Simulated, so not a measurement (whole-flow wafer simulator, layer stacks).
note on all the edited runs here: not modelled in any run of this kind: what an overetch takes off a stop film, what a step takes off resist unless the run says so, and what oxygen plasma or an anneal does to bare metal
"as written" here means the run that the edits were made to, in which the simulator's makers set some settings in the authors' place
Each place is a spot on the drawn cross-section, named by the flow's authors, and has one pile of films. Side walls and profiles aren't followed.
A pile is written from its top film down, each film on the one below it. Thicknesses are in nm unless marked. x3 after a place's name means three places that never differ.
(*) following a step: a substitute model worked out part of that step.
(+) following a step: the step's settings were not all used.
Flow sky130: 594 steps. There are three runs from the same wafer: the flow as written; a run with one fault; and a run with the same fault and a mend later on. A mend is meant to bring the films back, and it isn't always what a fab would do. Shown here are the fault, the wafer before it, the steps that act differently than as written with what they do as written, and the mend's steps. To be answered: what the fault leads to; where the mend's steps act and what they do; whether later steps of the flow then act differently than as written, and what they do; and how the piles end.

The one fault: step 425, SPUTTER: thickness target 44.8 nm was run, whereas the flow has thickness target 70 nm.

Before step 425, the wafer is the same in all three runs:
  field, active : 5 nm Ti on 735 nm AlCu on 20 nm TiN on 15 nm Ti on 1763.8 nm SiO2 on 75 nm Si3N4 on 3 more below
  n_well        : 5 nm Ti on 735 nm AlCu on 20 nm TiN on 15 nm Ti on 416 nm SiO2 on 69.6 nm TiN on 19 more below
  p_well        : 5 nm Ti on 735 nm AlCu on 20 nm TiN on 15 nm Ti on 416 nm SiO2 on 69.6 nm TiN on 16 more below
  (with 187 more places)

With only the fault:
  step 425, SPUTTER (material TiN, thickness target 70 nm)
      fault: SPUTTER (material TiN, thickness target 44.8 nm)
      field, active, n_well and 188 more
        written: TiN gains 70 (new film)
        fault: TiN gains 44.8 (new film)
  Later steps of the flow acting differently than as written (19 other steps are not shown; they differ only slightly, by no more than 2% or 0.5 nm, whichever is larger):
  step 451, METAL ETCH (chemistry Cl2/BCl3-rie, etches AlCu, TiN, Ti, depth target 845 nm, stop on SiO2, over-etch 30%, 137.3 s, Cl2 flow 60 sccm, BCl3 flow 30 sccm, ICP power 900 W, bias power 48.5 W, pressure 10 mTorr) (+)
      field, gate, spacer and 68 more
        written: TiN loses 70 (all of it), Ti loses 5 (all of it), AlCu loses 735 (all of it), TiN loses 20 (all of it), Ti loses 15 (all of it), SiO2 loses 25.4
        fault: TiN loses 44.8 (all of it), Ti loses 5 (all of it), AlCu loses 735 (all of it), TiN loses 20 (all of it), Ti loses 15 (all of it), SiO2 loses 27.9
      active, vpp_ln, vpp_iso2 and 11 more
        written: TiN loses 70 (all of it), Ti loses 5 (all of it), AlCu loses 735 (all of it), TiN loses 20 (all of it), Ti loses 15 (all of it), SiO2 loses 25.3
        fault: TiN loses 44.8 (all of it), Ti loses 5 (all of it), AlCu loses 735 (all of it), TiN loses 20 (all of it), Ti loses 15 (all of it), SiO2 loses 27.9
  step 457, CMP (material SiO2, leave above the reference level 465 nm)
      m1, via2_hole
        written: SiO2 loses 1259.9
        fault: SiO2 loses 1234.7
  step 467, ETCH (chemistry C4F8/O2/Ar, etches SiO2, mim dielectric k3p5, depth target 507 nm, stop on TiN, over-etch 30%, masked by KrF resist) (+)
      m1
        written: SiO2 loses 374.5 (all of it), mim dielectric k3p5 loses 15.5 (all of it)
        fault: SiO2 loses 399.7 (all of it), mim dielectric k3p5 loses 15.5 (all of it)
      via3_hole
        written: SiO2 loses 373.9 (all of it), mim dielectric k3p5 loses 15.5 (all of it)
        fault: SiO2 loses 399.1 (all of it), mim dielectric k3p5 loses 15.5 (all of it)
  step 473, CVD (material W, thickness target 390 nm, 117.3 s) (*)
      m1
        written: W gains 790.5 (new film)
        fault: W gains 816 (new film)
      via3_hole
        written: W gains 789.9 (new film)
        fault: W gains 815.4 (new film)
  At n_well, p_well, gate_hv and 104 more, the piles at the end differ from the flow's by more than 2% or 0.5 nm, whichever is larger.
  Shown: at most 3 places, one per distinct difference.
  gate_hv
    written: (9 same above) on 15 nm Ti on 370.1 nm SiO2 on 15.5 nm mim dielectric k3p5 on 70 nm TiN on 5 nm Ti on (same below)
    fault: (9 same above) on 15 nm Ti on 395.3 nm SiO2 on 15.5 nm mim dielectric k3p5 on 44.8 nm TiN on 5 nm Ti on (same below)
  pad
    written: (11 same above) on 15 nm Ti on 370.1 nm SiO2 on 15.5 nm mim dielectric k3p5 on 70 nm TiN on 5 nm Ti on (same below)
    fault: (11 same above) on 15 nm Ti on 395.3 nm SiO2 on 15.5 nm mim dielectric k3p5 on 44.8 nm TiN on 5 nm Ti on (same below)
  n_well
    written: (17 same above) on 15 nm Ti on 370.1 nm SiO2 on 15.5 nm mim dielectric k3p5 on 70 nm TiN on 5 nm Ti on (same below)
    fault: (17 same above) on 15 nm Ti on 395.3 nm SiO2 on 15.5 nm mim dielectric k3p5 on 44.8 nm TiN on 5 nm Ti on (same below)

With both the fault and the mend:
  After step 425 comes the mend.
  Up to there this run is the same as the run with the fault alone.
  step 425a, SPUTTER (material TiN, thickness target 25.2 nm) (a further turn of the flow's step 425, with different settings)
      field, active, n_well and 188 more
        TiN gains 25.2
  Later steps of the flow that are run all act as written at every place that is followed.
  By the end, the piles equal the flow's at every place that both follow.
